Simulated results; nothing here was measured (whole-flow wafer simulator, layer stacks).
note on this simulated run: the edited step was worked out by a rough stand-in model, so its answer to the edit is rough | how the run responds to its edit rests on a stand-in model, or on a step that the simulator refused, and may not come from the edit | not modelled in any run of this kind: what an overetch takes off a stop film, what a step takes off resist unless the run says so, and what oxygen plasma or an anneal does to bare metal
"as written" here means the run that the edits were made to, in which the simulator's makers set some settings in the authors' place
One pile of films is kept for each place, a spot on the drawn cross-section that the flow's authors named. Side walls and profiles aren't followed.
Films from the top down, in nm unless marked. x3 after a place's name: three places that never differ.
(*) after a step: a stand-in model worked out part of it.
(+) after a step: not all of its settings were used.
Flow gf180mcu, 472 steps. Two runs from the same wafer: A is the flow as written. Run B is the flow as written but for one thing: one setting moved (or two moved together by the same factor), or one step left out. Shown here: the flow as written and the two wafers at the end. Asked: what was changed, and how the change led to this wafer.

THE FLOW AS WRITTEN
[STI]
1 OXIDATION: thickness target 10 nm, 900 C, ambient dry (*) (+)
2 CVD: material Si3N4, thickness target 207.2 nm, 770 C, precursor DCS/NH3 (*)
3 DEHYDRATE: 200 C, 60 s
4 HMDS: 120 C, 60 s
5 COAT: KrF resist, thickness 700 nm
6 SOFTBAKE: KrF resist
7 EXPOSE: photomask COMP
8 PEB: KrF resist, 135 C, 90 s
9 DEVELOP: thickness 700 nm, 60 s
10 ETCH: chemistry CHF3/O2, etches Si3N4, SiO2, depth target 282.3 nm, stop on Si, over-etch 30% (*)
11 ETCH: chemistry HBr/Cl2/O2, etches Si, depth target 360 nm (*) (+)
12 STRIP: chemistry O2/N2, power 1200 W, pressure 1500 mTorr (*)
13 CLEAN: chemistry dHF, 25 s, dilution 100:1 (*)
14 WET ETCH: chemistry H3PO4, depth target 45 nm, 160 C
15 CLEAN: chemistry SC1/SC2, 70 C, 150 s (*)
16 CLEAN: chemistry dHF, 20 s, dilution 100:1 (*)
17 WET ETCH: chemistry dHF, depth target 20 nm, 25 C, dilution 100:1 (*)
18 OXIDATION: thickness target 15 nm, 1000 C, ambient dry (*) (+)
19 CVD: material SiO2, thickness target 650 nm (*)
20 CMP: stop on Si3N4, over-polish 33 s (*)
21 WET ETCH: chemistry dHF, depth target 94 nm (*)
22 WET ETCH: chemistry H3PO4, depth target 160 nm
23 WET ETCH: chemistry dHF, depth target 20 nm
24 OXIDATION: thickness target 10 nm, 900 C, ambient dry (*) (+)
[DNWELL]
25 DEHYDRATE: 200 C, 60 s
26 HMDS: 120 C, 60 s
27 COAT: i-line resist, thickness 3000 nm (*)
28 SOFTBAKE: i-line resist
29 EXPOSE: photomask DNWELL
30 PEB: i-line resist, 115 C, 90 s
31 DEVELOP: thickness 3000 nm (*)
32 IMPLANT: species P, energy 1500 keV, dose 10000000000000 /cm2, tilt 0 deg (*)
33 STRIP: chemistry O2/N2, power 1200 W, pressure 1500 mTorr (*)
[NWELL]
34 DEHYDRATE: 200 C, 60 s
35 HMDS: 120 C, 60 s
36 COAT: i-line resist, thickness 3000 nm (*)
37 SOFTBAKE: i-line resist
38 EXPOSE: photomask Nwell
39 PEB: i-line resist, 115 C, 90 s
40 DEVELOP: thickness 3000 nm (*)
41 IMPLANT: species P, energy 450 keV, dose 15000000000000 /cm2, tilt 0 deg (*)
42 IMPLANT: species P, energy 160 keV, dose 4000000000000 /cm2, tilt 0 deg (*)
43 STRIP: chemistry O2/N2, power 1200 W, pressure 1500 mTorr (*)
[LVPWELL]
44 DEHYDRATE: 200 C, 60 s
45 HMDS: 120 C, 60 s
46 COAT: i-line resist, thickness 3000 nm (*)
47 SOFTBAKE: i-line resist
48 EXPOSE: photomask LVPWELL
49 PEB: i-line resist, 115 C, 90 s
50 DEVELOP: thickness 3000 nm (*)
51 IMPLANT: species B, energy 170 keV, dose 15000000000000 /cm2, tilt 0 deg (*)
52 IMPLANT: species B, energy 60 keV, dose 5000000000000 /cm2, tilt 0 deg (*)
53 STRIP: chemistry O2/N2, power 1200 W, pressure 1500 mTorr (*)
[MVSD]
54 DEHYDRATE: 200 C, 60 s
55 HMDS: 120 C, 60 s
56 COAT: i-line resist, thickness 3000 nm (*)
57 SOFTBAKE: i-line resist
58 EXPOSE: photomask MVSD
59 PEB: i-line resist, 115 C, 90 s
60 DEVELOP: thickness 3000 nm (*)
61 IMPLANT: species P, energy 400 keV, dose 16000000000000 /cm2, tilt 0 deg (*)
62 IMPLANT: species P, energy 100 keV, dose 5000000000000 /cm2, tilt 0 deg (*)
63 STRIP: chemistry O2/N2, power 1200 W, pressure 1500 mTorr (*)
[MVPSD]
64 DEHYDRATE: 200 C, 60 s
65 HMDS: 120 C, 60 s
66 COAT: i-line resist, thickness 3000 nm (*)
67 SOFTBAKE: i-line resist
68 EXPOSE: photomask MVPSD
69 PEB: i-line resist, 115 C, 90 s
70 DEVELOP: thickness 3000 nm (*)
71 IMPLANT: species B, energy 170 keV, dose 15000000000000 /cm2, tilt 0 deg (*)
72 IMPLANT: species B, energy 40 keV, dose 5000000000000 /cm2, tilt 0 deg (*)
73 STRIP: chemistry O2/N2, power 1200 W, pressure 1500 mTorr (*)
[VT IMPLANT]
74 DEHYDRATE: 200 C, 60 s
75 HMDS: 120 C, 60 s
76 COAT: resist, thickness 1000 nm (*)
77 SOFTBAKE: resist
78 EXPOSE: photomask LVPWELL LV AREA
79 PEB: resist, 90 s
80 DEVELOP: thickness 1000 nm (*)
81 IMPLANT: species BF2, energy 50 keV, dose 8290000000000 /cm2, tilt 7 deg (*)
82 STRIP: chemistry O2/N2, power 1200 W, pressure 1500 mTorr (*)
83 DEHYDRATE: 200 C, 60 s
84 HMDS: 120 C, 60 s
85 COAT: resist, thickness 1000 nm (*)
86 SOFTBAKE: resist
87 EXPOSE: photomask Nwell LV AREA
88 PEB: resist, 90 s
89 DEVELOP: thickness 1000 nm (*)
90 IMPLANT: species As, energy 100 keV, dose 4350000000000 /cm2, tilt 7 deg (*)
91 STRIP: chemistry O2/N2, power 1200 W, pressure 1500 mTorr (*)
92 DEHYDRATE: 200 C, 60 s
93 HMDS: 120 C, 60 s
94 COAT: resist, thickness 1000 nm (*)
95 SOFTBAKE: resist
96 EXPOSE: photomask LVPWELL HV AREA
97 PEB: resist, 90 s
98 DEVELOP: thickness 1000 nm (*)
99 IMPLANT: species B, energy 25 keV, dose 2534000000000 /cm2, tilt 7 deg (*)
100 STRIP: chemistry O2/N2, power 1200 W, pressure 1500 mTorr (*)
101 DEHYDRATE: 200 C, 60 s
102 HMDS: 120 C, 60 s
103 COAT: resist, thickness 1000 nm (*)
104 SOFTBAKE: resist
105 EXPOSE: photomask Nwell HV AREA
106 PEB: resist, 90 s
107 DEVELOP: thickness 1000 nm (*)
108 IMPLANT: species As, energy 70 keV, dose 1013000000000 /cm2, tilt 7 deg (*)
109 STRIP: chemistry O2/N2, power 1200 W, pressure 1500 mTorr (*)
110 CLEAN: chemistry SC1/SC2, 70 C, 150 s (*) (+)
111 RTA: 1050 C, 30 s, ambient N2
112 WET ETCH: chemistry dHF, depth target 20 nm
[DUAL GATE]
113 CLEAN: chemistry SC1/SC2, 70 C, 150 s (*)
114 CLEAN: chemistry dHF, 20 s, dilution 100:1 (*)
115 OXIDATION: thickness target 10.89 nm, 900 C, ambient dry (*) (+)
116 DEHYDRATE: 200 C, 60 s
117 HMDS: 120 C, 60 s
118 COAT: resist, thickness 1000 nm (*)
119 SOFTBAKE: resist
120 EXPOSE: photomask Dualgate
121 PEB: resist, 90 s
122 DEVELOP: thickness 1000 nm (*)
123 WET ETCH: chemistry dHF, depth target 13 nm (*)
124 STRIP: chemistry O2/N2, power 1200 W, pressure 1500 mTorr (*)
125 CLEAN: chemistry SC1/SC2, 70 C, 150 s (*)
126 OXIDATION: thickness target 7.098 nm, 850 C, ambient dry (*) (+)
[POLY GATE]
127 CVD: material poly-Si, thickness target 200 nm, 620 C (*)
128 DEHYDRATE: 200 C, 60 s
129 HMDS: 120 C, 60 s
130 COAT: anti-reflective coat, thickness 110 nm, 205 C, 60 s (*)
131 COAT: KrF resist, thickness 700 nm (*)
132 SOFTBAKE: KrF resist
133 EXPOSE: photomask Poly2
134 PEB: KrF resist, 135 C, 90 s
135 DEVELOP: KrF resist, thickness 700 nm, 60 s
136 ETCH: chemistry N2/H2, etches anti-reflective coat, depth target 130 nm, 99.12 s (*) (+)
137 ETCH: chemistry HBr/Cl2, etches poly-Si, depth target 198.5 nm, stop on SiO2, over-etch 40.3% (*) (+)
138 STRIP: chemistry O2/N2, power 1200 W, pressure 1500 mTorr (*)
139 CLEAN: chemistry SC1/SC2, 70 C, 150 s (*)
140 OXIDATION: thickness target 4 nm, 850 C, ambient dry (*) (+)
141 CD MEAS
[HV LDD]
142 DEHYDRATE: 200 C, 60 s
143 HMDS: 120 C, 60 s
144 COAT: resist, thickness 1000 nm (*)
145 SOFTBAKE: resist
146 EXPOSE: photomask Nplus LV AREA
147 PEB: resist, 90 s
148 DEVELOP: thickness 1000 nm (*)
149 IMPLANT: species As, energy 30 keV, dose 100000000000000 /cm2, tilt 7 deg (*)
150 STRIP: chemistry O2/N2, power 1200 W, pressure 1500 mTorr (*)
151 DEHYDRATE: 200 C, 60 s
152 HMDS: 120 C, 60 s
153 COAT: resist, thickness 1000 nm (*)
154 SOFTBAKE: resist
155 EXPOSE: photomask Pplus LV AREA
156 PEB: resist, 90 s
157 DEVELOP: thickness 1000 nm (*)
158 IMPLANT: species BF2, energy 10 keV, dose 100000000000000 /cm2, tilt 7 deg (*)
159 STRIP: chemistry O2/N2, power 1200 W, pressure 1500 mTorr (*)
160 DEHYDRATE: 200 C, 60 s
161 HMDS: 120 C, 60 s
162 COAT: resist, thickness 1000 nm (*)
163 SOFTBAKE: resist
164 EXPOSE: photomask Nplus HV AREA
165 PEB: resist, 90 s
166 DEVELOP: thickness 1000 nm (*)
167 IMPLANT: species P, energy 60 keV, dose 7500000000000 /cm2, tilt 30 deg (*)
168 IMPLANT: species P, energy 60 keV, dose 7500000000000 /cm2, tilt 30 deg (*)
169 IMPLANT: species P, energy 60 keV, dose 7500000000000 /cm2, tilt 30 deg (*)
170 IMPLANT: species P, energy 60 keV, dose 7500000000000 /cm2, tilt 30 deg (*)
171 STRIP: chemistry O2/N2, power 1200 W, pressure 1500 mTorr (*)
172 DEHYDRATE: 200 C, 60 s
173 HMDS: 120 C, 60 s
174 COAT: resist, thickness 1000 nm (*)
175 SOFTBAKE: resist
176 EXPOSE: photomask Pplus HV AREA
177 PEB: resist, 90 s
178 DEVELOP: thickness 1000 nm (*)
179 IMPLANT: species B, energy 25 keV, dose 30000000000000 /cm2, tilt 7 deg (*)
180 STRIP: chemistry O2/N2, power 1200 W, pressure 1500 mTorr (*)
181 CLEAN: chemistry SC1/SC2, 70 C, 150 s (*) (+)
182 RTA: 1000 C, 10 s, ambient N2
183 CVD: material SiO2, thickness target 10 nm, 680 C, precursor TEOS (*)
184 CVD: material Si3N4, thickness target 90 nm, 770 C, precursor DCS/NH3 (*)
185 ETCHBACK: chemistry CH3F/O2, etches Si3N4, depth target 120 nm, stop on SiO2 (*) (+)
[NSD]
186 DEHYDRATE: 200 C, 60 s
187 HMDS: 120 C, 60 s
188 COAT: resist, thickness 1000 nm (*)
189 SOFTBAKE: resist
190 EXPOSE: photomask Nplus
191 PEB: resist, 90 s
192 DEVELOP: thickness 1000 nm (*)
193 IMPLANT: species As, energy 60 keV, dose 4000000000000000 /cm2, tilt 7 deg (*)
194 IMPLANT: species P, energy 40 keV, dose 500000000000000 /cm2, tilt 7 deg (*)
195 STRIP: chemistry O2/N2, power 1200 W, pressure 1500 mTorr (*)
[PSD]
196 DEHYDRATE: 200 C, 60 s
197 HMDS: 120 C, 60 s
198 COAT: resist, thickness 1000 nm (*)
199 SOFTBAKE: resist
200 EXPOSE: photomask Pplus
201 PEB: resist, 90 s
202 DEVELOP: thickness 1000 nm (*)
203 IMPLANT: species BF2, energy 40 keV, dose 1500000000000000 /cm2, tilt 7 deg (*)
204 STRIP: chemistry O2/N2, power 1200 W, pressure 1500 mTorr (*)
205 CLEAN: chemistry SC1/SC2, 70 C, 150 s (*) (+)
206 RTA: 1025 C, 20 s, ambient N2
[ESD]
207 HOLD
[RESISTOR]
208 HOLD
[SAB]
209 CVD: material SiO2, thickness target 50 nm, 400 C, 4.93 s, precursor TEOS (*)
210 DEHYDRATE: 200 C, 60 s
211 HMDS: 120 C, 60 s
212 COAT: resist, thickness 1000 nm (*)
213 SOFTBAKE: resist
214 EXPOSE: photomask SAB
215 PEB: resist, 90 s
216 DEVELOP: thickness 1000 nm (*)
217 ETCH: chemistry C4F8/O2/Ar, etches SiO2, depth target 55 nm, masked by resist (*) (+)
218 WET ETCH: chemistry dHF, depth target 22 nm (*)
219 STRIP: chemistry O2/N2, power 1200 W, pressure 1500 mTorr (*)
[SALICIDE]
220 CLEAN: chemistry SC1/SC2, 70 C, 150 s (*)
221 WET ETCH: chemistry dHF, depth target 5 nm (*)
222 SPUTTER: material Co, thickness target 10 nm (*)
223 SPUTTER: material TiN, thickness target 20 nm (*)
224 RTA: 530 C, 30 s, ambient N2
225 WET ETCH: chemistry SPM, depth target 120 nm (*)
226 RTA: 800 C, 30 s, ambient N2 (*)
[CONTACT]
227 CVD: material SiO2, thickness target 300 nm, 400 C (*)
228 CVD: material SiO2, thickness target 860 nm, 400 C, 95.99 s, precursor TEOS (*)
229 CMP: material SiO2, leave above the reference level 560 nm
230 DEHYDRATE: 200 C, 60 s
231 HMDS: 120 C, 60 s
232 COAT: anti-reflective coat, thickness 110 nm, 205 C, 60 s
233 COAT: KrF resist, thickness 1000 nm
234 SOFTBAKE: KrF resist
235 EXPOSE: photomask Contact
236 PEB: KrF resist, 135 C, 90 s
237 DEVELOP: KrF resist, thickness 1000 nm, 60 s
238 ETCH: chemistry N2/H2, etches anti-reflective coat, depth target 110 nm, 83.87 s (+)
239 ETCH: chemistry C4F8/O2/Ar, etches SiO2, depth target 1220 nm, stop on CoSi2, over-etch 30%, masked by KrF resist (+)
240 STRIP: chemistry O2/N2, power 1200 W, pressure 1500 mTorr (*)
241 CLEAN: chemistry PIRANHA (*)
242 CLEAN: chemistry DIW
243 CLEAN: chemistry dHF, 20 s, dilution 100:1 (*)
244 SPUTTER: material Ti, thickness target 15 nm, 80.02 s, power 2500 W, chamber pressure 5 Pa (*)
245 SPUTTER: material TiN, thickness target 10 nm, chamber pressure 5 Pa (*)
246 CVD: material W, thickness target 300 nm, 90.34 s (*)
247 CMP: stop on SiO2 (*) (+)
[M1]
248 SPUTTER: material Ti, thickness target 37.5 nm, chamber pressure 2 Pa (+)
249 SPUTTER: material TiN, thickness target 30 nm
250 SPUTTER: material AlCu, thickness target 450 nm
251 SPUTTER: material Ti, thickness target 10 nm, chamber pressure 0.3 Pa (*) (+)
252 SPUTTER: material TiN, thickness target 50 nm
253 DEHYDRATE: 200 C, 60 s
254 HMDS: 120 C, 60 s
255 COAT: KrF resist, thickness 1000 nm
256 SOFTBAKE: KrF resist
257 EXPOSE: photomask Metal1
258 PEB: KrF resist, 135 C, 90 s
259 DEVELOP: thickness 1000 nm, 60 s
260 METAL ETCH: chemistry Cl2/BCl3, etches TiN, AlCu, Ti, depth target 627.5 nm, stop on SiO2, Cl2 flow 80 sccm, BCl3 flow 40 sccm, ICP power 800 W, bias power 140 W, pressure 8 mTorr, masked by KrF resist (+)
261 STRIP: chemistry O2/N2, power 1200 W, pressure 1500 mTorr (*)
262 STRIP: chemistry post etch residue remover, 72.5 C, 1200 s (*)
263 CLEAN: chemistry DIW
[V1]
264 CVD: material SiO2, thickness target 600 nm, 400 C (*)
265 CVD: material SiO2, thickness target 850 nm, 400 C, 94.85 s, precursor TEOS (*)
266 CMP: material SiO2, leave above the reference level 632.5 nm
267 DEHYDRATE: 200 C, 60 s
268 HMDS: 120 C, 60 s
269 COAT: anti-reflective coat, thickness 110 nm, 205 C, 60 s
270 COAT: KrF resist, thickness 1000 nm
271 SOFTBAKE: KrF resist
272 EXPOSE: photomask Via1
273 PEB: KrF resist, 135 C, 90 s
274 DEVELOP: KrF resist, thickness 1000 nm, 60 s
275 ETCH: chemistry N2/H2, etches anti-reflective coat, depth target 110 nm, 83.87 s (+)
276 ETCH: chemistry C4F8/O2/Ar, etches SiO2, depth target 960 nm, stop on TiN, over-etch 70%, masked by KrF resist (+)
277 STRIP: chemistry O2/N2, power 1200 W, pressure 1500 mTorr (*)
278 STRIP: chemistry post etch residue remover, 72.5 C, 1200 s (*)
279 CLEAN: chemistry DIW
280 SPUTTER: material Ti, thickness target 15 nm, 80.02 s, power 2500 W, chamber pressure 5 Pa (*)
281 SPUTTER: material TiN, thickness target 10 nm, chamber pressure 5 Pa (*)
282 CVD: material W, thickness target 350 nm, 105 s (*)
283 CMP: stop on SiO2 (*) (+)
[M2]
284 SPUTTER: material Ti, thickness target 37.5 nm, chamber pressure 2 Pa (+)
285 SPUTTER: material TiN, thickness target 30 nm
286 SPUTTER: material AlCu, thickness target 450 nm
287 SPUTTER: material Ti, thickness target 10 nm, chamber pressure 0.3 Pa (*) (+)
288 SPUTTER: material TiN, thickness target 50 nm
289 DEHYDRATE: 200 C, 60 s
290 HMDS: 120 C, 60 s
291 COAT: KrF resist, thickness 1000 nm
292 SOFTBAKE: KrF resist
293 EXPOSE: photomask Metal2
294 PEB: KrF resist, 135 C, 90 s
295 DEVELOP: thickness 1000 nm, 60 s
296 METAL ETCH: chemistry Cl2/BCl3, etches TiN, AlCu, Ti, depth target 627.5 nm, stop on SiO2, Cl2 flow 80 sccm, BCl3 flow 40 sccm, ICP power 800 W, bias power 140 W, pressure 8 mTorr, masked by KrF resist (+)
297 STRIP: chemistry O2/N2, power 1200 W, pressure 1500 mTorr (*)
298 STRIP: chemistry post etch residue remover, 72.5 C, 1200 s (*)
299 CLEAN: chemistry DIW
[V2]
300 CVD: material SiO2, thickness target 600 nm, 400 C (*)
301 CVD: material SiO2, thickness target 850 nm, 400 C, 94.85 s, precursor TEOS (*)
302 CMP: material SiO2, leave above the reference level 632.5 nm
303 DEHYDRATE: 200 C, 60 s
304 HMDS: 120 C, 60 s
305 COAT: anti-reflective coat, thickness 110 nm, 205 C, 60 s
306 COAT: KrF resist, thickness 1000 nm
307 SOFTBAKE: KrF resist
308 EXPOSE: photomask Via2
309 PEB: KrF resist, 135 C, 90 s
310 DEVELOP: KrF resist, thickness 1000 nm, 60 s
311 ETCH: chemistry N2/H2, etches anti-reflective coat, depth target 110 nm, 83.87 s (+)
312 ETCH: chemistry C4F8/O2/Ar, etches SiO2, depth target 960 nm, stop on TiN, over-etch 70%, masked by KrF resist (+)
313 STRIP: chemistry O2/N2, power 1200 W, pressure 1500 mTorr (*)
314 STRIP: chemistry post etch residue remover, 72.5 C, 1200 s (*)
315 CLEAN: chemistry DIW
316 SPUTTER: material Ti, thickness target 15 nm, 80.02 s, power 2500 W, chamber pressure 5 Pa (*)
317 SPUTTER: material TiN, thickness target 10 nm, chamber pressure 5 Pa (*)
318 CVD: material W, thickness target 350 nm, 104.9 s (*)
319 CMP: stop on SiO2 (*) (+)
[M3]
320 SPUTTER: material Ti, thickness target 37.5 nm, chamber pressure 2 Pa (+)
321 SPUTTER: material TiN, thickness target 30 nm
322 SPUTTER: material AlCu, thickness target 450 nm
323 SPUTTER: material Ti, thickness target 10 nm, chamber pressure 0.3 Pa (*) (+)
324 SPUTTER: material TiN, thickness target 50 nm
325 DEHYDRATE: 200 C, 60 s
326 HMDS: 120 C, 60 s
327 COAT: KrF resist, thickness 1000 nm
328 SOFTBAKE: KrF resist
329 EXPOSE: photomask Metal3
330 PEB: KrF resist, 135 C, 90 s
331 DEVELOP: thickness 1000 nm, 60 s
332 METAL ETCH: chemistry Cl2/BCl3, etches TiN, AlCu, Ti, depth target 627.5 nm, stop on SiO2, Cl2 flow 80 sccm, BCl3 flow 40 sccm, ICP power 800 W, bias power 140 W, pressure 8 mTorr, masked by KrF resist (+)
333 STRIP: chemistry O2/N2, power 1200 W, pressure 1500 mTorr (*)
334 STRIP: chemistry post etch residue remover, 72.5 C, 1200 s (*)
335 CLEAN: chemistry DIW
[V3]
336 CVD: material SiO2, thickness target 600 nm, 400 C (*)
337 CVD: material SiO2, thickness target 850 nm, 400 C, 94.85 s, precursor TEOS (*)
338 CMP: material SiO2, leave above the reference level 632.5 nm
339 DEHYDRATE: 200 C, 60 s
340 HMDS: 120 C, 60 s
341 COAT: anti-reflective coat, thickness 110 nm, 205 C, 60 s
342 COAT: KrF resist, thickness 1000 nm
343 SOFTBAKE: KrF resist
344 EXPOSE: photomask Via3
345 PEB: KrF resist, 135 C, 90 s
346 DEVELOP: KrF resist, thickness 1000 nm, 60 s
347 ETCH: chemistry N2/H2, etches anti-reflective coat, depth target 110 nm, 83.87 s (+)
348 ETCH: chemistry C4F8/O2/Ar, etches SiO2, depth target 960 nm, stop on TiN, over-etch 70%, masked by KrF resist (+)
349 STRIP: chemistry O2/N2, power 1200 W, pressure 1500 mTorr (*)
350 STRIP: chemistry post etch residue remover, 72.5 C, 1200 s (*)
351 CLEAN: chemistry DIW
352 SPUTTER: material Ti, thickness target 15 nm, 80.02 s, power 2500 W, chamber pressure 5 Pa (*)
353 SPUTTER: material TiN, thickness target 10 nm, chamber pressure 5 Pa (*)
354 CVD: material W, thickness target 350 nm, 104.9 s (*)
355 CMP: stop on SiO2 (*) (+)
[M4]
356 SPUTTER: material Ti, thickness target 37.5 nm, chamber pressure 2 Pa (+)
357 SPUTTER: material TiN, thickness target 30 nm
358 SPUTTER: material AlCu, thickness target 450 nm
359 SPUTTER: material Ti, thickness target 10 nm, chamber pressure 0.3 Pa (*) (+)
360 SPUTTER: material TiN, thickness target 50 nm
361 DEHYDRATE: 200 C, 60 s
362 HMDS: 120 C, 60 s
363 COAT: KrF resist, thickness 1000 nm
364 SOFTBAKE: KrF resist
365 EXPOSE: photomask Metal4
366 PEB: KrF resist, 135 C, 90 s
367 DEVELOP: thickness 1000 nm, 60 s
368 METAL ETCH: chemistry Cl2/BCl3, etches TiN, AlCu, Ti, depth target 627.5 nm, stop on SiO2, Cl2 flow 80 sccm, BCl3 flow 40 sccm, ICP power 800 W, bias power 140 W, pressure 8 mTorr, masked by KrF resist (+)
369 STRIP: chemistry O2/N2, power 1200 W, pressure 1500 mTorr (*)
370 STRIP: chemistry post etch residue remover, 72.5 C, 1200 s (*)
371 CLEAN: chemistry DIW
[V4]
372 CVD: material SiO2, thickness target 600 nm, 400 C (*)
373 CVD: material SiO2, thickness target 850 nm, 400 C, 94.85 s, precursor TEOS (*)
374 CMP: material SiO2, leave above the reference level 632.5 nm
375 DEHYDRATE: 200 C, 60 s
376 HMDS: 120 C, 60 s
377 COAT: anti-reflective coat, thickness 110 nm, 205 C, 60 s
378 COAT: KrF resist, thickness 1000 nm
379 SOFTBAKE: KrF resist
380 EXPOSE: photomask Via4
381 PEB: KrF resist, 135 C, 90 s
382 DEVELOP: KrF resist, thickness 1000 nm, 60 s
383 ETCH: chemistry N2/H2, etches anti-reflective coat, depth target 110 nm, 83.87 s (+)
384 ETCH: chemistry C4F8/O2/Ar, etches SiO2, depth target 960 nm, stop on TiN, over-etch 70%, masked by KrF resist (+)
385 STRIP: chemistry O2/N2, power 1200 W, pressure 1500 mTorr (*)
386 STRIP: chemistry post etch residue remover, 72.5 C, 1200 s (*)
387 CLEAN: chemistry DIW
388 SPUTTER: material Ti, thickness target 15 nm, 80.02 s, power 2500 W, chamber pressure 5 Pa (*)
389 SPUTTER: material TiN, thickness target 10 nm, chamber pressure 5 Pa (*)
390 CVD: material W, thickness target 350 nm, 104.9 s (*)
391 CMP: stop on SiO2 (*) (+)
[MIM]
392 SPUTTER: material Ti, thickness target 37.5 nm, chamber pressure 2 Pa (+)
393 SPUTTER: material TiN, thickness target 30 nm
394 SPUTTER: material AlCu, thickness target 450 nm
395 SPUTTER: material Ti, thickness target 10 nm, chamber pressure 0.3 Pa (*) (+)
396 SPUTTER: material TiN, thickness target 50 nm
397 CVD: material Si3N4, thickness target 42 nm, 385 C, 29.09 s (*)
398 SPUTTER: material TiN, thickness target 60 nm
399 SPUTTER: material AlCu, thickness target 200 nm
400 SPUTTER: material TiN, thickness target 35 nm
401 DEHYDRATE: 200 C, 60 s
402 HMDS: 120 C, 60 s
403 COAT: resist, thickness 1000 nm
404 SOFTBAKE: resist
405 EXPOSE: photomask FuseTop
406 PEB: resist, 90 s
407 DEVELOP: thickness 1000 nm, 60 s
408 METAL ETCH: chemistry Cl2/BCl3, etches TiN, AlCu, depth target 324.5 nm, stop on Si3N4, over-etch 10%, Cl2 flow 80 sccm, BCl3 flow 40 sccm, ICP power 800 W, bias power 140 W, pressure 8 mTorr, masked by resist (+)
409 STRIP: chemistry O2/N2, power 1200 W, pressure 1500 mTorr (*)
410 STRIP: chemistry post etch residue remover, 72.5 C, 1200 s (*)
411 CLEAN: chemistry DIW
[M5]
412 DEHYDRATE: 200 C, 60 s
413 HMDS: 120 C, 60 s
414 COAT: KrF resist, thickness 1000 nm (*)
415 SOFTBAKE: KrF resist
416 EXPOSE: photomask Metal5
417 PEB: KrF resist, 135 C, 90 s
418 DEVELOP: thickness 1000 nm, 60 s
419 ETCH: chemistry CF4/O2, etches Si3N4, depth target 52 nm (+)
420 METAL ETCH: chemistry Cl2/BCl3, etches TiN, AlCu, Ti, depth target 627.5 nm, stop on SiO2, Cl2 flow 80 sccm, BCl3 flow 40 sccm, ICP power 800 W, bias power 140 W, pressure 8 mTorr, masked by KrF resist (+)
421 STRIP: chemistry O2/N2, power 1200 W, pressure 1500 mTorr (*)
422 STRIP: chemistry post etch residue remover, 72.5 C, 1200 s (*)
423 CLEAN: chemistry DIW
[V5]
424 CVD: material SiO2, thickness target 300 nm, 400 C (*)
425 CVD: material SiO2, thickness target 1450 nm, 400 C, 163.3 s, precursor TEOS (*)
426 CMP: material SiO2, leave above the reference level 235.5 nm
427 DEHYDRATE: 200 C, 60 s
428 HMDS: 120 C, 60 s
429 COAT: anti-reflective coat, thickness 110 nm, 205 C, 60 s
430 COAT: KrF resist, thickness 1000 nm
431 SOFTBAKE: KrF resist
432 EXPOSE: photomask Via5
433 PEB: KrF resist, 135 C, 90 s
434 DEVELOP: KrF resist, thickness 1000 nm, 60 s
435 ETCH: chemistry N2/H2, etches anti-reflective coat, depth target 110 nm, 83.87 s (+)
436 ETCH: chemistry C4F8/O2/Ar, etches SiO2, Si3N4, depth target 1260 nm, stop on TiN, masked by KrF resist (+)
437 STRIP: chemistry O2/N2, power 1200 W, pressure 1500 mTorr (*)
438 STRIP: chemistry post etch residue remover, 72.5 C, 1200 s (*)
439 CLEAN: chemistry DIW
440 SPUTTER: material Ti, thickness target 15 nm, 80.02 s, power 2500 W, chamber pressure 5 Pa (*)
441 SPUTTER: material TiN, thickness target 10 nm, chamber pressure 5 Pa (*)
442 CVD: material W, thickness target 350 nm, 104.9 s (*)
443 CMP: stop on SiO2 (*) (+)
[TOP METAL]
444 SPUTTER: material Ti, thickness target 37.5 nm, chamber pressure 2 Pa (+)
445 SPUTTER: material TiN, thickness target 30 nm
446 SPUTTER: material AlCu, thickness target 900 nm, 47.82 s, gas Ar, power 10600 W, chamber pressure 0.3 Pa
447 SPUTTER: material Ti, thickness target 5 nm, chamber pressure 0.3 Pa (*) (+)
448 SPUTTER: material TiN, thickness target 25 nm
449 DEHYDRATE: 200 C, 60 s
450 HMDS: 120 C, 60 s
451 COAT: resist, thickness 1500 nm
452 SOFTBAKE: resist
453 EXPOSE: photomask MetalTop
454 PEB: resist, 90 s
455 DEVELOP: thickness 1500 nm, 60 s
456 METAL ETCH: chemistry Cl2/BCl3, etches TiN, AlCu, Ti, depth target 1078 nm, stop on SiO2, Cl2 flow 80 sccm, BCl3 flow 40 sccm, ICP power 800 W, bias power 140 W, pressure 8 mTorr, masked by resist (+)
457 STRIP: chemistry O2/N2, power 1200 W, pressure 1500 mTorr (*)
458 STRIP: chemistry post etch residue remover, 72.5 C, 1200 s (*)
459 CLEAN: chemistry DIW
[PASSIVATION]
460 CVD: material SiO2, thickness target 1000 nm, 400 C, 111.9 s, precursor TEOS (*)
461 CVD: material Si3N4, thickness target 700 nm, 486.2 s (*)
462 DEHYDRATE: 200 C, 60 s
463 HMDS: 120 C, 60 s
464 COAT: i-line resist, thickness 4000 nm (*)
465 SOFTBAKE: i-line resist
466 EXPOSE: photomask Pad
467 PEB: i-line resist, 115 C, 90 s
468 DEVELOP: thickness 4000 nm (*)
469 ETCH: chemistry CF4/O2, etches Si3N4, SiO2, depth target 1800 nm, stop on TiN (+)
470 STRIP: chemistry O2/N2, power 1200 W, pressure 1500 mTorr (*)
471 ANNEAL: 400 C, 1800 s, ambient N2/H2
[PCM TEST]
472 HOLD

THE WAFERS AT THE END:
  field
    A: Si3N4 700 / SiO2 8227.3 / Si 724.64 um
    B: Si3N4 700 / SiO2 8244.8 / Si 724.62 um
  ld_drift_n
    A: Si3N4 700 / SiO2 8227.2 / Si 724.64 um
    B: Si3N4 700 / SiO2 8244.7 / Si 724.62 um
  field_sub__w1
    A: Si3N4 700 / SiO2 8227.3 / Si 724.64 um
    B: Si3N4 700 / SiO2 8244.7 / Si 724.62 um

The cause: step 18, OXIDATION: 1200 C was run, where the flow has 1000 C.

How the change led to this, step by step:
  18 OXIDATION: thickness target 15 nm, 1000 C, ambient dry (*) (+)
      field, field_sub, sti and 34 more: A SiO2 +15 (new film), Si -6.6 | B SiO2 +55 (new film), Si -24.2
  20 CMP: stop on Si3N4, over-polish 33 s (*)
      sti, mim_1p0, pad and 11 more: A SiO2 -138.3 | B SiO2 -160.7
      nw_enc_fld, nw_enc_fld_lv: A SiO2 -142.4 | B SiO2 -164.7
      (and at 10 more places)
